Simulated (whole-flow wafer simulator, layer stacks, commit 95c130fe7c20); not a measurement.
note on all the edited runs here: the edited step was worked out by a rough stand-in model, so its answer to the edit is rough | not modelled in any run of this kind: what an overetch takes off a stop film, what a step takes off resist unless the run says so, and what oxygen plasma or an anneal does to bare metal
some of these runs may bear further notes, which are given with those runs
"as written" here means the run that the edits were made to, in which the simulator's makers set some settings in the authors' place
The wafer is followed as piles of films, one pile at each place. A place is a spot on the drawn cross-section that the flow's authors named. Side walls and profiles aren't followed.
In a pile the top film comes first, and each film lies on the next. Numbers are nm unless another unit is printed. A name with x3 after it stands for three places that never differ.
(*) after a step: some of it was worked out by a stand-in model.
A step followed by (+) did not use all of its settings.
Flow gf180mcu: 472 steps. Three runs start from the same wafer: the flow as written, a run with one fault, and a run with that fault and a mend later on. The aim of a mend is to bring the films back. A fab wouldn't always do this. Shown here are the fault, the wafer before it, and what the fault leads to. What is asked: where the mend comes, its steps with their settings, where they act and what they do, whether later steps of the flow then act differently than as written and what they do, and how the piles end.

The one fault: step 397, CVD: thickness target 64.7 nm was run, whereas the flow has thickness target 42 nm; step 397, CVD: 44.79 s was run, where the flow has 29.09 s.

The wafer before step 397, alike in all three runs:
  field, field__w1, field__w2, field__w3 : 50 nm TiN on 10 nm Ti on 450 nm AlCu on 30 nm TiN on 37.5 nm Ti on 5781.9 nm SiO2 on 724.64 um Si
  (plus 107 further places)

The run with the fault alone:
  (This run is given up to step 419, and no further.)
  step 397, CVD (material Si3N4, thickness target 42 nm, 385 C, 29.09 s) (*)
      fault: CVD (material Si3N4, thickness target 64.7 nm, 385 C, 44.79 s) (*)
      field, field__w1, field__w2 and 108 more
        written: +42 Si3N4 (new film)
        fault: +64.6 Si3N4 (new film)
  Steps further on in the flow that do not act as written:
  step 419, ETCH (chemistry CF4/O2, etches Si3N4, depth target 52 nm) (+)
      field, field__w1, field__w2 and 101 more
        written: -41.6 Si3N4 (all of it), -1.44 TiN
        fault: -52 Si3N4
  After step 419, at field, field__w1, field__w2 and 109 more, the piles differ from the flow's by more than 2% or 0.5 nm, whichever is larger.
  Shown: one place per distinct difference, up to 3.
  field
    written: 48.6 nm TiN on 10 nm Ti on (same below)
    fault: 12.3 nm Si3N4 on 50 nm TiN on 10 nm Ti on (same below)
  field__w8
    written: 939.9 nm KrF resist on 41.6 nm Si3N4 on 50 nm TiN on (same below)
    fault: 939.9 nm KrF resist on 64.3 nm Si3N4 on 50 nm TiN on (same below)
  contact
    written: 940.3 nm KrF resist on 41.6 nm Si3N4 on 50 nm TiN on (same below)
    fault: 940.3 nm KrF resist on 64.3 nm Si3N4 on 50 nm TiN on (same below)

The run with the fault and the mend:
  After step 397 comes the mend.
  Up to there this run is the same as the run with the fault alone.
  step 397a, WET ETCH (chemistry H3PO4, depth target 22.7 nm, 160 C) (a further turn of the flow's step 14, with different settings)
      field, field__w1, field__w2 and 108 more
        -22.7 Si3N4
  None of the later steps of the flow differs from how it acts as written, at any place that is followed, by more than 2% or 0.5 nm, whichever is larger.
  When the end is reached, the piles differ only a little from the flow's at the places that both follow, at most by 2% or 0.5 nm, whichever is larger.
